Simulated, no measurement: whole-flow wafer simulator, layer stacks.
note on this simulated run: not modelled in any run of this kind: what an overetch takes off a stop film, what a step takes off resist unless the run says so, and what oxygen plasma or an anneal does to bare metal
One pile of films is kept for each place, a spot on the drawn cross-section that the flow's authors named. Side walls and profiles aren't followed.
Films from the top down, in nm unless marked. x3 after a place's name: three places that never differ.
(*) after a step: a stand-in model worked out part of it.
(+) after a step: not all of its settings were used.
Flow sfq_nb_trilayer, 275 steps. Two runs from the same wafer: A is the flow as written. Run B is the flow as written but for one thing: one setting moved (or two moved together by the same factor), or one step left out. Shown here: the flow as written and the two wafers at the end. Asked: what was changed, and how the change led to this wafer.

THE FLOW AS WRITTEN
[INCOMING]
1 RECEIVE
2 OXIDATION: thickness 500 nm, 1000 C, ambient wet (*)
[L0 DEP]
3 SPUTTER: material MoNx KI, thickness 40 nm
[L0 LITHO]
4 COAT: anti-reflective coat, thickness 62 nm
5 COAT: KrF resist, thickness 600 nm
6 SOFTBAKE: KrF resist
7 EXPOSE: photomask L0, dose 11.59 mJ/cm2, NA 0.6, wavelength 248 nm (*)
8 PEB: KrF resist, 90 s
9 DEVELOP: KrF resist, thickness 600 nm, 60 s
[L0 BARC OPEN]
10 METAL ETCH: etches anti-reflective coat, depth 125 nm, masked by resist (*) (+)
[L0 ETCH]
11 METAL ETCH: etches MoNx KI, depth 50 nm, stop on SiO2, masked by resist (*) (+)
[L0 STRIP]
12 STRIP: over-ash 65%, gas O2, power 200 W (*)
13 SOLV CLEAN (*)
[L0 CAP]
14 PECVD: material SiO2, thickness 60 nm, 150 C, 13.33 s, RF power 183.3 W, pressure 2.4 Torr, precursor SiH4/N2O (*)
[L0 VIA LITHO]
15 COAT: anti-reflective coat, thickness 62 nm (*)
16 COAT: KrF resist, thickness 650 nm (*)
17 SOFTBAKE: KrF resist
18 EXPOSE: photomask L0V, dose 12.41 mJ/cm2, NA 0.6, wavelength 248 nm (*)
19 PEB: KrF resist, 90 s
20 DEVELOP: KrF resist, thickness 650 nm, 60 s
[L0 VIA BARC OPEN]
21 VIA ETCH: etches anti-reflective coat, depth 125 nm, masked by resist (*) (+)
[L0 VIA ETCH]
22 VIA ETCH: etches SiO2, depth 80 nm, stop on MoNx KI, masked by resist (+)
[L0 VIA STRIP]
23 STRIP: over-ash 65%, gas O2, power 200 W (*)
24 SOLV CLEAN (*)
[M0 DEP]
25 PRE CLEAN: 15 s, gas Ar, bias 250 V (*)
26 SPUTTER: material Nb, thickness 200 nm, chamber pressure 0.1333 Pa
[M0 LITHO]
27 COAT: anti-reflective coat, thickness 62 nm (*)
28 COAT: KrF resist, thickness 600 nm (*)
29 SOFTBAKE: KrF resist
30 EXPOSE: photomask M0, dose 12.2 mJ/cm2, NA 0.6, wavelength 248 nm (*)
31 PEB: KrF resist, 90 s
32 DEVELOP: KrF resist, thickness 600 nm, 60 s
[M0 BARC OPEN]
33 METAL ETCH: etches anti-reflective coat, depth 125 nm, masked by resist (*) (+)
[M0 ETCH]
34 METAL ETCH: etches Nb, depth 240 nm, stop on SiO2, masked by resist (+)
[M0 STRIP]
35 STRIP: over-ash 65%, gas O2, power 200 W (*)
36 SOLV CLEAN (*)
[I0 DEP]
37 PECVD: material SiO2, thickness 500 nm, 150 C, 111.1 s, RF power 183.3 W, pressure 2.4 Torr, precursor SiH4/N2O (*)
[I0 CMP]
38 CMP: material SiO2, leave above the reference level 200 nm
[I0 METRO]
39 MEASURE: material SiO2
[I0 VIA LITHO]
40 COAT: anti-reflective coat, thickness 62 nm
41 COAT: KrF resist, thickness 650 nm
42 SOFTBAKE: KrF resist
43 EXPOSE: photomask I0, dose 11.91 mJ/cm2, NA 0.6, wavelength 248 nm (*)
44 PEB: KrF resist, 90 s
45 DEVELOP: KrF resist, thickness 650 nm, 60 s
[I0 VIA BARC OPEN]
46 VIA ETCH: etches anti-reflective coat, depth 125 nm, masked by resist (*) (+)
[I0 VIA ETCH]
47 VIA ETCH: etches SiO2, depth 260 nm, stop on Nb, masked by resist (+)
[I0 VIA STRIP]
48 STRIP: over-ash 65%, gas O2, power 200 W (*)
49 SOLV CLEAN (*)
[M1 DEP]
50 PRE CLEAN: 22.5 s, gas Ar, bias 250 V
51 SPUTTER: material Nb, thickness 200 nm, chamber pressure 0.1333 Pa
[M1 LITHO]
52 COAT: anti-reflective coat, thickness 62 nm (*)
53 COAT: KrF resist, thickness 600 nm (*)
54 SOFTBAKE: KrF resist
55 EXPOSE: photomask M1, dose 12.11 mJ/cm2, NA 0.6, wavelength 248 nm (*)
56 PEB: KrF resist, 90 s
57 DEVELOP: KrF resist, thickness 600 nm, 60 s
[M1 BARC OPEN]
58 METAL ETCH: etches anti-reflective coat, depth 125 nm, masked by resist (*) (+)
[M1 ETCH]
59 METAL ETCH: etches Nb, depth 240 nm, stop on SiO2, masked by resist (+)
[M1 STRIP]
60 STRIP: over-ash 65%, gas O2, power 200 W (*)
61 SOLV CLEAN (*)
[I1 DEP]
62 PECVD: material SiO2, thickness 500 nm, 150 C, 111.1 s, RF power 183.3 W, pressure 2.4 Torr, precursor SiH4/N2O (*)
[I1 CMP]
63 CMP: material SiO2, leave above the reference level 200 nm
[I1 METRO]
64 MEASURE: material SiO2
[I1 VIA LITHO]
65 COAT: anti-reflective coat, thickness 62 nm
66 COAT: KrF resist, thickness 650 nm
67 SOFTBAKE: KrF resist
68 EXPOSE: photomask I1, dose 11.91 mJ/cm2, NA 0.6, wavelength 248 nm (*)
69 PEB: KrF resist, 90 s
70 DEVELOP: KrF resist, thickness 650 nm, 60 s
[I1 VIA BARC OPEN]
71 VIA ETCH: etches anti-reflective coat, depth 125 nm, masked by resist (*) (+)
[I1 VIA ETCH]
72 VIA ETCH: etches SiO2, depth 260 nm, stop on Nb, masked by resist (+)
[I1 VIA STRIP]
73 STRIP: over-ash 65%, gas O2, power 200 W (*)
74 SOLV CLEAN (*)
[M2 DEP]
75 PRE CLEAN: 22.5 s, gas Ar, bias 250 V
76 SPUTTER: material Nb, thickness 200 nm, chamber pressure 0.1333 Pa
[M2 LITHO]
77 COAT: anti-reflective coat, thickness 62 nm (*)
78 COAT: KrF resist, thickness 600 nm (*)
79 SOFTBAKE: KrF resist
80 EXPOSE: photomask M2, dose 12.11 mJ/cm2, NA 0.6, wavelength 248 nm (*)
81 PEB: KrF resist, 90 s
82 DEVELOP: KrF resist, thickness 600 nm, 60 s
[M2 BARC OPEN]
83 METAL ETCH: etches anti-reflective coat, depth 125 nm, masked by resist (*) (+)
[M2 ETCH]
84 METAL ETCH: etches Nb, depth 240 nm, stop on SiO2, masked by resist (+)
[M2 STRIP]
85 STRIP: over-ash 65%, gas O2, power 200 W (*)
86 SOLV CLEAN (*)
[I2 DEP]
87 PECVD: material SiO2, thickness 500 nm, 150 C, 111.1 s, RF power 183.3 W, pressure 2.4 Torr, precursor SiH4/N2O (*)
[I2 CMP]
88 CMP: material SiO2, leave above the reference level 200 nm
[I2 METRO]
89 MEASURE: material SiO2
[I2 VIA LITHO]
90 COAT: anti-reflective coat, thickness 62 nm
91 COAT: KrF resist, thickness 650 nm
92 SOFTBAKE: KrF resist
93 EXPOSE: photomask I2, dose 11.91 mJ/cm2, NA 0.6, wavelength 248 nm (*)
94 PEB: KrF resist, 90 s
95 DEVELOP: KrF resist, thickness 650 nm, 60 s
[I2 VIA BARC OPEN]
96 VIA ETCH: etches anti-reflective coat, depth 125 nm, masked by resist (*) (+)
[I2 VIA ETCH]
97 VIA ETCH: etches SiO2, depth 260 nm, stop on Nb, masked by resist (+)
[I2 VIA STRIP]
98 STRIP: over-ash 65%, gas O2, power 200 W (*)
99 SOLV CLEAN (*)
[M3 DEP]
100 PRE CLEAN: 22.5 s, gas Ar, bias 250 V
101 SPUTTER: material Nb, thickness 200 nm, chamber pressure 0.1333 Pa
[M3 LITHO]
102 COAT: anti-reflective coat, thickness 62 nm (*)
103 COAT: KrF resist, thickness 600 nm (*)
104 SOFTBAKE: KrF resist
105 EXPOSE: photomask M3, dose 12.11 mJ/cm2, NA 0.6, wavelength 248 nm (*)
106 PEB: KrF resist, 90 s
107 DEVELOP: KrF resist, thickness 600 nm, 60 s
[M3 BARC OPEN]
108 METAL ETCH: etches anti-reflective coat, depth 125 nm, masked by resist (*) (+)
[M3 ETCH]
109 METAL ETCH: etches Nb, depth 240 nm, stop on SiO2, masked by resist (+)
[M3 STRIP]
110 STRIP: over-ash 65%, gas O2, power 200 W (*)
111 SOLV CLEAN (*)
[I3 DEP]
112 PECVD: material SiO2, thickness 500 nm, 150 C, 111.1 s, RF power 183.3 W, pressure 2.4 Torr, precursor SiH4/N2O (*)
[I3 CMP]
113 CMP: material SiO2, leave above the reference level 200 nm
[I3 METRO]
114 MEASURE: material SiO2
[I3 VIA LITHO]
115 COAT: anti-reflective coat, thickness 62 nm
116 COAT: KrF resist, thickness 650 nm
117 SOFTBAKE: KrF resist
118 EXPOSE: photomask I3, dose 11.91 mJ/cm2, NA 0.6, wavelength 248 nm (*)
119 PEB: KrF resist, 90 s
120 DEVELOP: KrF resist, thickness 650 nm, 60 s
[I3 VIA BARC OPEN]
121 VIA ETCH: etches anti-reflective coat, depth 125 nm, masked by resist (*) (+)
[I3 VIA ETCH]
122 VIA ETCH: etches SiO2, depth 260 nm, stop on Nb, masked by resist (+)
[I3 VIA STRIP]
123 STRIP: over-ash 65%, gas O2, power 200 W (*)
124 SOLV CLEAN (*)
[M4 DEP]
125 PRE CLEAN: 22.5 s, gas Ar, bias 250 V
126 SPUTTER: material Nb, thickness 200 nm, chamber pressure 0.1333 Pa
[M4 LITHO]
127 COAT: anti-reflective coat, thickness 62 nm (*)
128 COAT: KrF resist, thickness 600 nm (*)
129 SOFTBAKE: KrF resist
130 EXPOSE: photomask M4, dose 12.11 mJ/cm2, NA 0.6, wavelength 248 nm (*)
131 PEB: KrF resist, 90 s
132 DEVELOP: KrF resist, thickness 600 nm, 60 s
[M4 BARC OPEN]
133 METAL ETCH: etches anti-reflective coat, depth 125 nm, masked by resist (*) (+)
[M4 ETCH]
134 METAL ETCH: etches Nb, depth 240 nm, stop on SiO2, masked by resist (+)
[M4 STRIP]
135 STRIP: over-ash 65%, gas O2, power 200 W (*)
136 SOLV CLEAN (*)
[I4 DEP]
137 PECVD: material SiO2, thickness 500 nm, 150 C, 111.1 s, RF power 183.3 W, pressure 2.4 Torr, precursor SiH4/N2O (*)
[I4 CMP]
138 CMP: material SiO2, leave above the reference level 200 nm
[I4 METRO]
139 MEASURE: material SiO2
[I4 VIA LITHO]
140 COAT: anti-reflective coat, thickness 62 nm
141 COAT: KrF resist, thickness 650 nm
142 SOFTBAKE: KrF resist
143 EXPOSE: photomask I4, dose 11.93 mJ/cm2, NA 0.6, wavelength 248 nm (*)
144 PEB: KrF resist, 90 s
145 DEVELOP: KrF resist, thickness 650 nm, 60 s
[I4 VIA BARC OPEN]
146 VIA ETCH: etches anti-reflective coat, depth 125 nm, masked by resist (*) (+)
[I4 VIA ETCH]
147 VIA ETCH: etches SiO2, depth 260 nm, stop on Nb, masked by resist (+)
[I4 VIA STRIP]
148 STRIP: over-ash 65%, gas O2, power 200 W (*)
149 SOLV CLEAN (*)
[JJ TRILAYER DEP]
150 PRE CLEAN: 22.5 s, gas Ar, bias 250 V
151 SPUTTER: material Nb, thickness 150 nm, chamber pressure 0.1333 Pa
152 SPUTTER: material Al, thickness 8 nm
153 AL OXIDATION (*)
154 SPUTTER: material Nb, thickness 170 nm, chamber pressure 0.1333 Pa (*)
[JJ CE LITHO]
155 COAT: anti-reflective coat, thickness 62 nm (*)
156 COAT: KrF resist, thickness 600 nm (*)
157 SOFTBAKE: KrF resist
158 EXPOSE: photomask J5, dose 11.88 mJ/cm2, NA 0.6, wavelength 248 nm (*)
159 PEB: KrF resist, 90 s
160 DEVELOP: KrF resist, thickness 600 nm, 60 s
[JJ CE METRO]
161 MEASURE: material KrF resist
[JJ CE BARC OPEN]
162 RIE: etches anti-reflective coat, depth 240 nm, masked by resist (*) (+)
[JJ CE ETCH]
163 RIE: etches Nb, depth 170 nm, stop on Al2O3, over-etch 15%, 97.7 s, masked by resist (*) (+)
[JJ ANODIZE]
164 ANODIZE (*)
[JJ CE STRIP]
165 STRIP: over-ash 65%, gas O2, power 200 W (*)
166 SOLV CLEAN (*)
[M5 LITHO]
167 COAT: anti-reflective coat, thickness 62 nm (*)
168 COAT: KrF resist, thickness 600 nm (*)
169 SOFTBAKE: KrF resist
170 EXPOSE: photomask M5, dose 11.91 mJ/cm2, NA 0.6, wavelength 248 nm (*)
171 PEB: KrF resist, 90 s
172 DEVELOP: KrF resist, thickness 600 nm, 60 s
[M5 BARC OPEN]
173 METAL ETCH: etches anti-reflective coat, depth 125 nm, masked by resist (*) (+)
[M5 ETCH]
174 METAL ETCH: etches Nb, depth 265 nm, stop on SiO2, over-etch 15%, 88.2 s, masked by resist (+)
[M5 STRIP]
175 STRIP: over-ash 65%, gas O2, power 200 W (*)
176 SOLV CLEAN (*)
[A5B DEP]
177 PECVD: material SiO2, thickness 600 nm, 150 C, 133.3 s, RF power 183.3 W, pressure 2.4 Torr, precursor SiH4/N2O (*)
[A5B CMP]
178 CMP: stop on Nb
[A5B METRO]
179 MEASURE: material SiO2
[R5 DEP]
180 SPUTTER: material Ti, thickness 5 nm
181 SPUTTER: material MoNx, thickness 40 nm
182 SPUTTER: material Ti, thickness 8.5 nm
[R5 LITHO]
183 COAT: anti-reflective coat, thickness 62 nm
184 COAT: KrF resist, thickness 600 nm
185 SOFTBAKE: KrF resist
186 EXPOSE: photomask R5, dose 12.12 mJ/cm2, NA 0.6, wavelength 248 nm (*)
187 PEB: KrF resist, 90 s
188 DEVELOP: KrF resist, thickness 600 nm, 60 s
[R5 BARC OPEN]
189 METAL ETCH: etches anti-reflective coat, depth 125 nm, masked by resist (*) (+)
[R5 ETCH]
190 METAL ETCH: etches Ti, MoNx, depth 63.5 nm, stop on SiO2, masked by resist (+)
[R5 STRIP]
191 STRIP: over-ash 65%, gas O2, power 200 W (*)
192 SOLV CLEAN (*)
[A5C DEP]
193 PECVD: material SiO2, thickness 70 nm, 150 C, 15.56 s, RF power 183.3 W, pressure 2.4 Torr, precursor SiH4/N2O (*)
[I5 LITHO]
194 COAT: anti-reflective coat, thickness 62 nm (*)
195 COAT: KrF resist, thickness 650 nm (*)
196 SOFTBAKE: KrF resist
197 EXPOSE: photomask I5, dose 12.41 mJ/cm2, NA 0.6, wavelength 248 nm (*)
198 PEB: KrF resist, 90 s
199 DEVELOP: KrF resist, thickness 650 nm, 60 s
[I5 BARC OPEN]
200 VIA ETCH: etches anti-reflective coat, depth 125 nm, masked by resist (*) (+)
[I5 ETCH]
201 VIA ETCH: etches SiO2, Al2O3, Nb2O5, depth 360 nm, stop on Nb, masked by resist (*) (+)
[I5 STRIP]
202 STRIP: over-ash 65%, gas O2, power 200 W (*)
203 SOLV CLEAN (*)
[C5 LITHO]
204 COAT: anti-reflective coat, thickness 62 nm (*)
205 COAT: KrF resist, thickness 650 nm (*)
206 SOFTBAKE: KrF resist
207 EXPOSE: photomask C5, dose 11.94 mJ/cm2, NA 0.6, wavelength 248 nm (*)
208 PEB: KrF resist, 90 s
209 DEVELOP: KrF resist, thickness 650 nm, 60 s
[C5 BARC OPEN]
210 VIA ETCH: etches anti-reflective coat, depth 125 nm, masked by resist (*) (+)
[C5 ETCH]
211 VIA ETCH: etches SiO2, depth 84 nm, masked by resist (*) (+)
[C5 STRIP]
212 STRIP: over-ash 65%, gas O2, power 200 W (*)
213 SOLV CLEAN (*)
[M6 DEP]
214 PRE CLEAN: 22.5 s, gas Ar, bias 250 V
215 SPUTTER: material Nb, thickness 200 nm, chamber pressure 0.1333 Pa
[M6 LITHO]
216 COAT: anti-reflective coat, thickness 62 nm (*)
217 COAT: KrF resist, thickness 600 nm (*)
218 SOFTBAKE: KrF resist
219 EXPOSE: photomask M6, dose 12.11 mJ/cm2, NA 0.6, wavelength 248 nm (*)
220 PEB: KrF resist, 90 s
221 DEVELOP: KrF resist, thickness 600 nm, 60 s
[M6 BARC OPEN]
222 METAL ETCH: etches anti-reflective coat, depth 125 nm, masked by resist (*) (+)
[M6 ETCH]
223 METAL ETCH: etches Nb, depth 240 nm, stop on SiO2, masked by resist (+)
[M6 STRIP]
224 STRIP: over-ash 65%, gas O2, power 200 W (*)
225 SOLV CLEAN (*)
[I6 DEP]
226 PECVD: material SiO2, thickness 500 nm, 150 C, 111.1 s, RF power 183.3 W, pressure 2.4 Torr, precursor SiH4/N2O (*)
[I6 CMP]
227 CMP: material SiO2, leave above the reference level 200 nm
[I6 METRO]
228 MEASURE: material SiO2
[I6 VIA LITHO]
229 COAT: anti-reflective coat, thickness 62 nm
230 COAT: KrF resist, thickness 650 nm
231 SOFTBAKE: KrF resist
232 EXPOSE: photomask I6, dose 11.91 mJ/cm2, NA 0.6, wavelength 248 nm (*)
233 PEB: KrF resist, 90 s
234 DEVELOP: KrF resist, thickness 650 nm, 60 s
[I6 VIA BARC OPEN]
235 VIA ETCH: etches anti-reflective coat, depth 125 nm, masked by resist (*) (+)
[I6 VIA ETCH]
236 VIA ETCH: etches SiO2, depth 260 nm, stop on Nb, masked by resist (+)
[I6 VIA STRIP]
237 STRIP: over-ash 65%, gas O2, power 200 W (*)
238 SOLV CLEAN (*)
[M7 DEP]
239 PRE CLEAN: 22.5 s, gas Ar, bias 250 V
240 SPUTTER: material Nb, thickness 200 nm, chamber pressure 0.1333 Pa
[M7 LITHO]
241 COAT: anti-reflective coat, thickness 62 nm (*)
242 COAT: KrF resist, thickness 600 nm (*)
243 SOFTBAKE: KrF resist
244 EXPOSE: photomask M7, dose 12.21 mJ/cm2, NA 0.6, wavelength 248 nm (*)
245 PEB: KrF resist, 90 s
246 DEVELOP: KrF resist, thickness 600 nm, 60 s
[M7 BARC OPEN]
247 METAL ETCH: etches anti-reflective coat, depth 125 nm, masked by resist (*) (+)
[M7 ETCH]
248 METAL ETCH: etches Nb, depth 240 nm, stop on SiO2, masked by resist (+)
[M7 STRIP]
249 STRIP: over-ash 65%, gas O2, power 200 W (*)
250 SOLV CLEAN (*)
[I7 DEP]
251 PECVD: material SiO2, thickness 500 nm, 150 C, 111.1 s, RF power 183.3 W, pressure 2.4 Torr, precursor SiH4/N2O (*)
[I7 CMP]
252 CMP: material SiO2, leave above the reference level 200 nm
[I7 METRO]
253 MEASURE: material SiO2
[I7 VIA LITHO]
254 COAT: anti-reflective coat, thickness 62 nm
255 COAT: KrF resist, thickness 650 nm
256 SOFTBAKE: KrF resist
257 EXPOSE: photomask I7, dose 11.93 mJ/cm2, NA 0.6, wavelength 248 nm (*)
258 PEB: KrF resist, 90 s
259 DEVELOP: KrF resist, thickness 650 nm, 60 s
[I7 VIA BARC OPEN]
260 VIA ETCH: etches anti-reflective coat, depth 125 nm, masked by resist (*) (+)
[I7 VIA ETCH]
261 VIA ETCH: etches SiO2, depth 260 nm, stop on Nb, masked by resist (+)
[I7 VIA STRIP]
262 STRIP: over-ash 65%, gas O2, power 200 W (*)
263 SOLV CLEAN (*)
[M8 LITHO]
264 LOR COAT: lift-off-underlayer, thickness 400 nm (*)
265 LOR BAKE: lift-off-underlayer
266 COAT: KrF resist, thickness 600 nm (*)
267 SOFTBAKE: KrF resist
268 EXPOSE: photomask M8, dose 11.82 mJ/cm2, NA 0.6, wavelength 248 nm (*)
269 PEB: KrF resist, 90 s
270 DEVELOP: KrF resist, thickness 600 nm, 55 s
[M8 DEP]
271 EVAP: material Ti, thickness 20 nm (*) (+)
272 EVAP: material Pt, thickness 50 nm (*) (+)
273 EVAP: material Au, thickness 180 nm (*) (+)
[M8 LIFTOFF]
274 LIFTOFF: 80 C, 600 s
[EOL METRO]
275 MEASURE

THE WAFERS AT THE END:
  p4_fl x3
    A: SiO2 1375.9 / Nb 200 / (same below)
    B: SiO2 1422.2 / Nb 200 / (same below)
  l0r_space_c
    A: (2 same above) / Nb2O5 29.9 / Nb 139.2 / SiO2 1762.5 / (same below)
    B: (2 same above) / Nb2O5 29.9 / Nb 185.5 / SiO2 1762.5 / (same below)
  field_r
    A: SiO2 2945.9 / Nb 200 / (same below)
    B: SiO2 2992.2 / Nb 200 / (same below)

The cause: step 151, SPUTTER: thickness 196.3 nm was run, where the flow has thickness 150 nm.

How the change led to this, step by step:
  151 SPUTTER: material Nb, thickness 150 nm, chamber pressure 0.1333 Pa
      field_l, v_sur, via_sp and 100 more: A Nb +150 (new film) | B Nb +196.3 (new film)
      via_wl, via_w, via_wr: A Nb +130.4 | B Nb +171.1
  155 COAT: anti-reflective coat, thickness 62 nm (*)
      via_wl, via_wr: A anti-reflective coat +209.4 (new film) | B anti-reflective coat +223.5 (new film)
      via_w: A anti-reflective coat +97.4 (new film) | B anti-reflective coat +101.8 (new film)
  162 RIE: etches anti-reflective coat, depth 240 nm, masked by resist (*) (+)
      ce_l, c5j, ce_r, wl_jj: A KrF resist -209.4 | B KrF resist -223.5
      via_wl, via_wr: A anti-reflective coat -209.4 (all of it) | B anti-reflective coat -223.5 (all of it)
      (and at 1 more place)
  164 ANODIZE (*)
      via_wl, via_wr: A Al2O3 +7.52 (new film), Nb2O5 +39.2 (new film), Al -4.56 (all of it), Nb -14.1 | B Al2O3 +6.92 (new film), Nb2O5 +40.3 (new film), Al -4.19 (all of it), Nb -14.5
  165 STRIP: over-ash 65%, gas O2, power 200 W (*)
      ce_l: A KrF resist -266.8 (all of it), anti-reflective coat -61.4 (all of it) | B KrF resist -252.7 (all of it), anti-reflective coat -61.4 (all of it)
      c5j: A KrF resist -266.9 (all of it), anti-reflective coat -61.5 (all of it) | B KrF resist -252.7 (all of it), anti-reflective coat -61.5 (all of it)
      (and at 2 more places)
  167 COAT: anti-reflective coat, thickness 62 nm (*)
      v_sur: A anti-reflective coat +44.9 (new film) | B anti-reflective coat +41.2 (new film)
      via_wl: A anti-reflective coat +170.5 (new film) | B anti-reflective coat +154 (new film)
      (and at 3 more places)
  168 COAT: KrF resist, thickness 600 nm (*)
      via_wl: A KrF resist +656 (new film) | B KrF resist +672.1 (new film)
      via_wr: A KrF resist +656.6 (new film) | B KrF resist +672.9 (new film)
  174 METAL ETCH: etches Nb, depth 265 nm, stop on SiO2, over-etch 15%, 88.2 s, masked by resist (+)
      field_l, r_sur, res and 49 more: A Al2O3 -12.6 (all of it), Nb2O5 -29.9 (all of it), Nb -139.2 (all of it), SiO2 -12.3 | B Al2O3 -12.6 (all of it), Nb2O5 -29.9 (all of it), Nb -185.5 (all of it), SiO2 -7.66
      wl_a_sl: A Al2O3 -12.6 (all of it), Nb2O5 -29.9 (all of it), Nb -139.2 (all of it), SiO2 -12.3 | B Al2O3 -12.6 (all of it), Nb2O5 -29.9 (all of it), Nb -185.5 (all of it), SiO2 -7.67
  175 STRIP: over-ash 65%, gas O2, power 200 W (*)
      v_sur: A KrF resist -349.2 (all of it), anti-reflective coat -44.9 (all of it) | B KrF resist -348.3 (all of it), anti-reflective coat -41.2 (all of it)
      via_wl: A KrF resist -427 (all of it), anti-reflective coat -170.5 (all of it) | B KrF resist -443.1 (all of it), anti-reflective coat -154 (all of it)
      (and at 3 more places)
  178 CMP: stop on Nb
      field_l, p4_fl x3, p4_w1 x9 and 29 more: A SiO2 -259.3 | B SiO2 -217.7
      r_sur, res, r_end, moat, field_r, lsp_l: A SiO2 -252.3 | B SiO2 -209.1
      (and at 8 more places)
